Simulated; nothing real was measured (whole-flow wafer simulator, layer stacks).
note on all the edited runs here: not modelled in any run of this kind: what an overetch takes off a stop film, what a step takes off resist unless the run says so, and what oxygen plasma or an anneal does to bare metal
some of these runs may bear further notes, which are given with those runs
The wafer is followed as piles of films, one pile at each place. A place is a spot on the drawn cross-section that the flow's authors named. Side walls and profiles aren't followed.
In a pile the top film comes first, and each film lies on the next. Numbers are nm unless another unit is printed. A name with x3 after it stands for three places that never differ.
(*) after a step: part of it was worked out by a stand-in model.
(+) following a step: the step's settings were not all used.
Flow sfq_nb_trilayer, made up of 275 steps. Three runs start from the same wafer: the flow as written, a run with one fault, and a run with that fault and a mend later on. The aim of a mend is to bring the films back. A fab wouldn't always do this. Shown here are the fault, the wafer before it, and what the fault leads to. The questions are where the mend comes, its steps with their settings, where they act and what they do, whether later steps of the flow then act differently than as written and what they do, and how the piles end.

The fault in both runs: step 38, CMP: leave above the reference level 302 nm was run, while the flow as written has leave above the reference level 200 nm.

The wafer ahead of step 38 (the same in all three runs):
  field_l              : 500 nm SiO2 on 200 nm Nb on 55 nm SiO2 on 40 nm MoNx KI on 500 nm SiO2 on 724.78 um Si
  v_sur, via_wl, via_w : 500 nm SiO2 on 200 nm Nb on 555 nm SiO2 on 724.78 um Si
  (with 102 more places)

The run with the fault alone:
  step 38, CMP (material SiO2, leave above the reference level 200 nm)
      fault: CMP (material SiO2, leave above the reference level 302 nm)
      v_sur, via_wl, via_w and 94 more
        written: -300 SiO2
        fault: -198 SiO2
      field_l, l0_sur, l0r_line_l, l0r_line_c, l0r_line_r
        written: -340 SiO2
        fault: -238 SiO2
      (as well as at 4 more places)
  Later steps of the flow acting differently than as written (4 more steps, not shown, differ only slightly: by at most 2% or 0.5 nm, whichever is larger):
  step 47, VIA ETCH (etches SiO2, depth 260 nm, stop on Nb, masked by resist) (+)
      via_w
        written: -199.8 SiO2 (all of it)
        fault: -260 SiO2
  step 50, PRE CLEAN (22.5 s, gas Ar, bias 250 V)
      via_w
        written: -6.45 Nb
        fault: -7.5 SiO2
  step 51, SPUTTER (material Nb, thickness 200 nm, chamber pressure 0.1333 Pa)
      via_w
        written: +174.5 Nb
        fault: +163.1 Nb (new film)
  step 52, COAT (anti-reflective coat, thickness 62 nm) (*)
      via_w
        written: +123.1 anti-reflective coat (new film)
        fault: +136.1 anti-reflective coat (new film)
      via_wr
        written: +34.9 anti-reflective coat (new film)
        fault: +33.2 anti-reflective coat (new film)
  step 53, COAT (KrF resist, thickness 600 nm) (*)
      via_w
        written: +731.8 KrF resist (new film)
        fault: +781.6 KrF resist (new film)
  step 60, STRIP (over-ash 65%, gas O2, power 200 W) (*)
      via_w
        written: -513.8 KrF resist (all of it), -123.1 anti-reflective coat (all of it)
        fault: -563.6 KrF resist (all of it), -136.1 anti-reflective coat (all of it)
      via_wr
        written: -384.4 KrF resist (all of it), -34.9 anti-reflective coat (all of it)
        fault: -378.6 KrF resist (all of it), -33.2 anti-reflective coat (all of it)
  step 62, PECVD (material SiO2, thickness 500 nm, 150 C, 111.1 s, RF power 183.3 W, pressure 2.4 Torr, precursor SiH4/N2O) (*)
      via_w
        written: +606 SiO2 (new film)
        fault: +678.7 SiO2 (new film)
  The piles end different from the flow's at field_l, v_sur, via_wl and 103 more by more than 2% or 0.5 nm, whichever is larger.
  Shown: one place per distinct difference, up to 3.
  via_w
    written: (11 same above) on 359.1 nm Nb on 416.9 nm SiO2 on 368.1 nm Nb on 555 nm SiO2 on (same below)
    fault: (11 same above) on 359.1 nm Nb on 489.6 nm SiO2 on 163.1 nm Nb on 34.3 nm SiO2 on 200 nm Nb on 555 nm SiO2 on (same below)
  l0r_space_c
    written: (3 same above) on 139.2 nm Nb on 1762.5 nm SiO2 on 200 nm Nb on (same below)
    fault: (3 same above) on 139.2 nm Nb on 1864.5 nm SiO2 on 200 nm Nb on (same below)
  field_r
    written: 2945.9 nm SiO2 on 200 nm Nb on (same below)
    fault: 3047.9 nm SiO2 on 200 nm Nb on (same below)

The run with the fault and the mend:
  After step 39 comes the mend.
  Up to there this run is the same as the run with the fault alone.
  step 39a, CMP (material SiO2, leave above the reference level 200 nm) (the flow's step 38, run once more)
      field_l, v_sur, via_wl and 103 more
        -102 SiO2
  Later steps of the flow that are run all act as written at every place that is followed.
  The piles end the same as the flow's at every place that both follow.
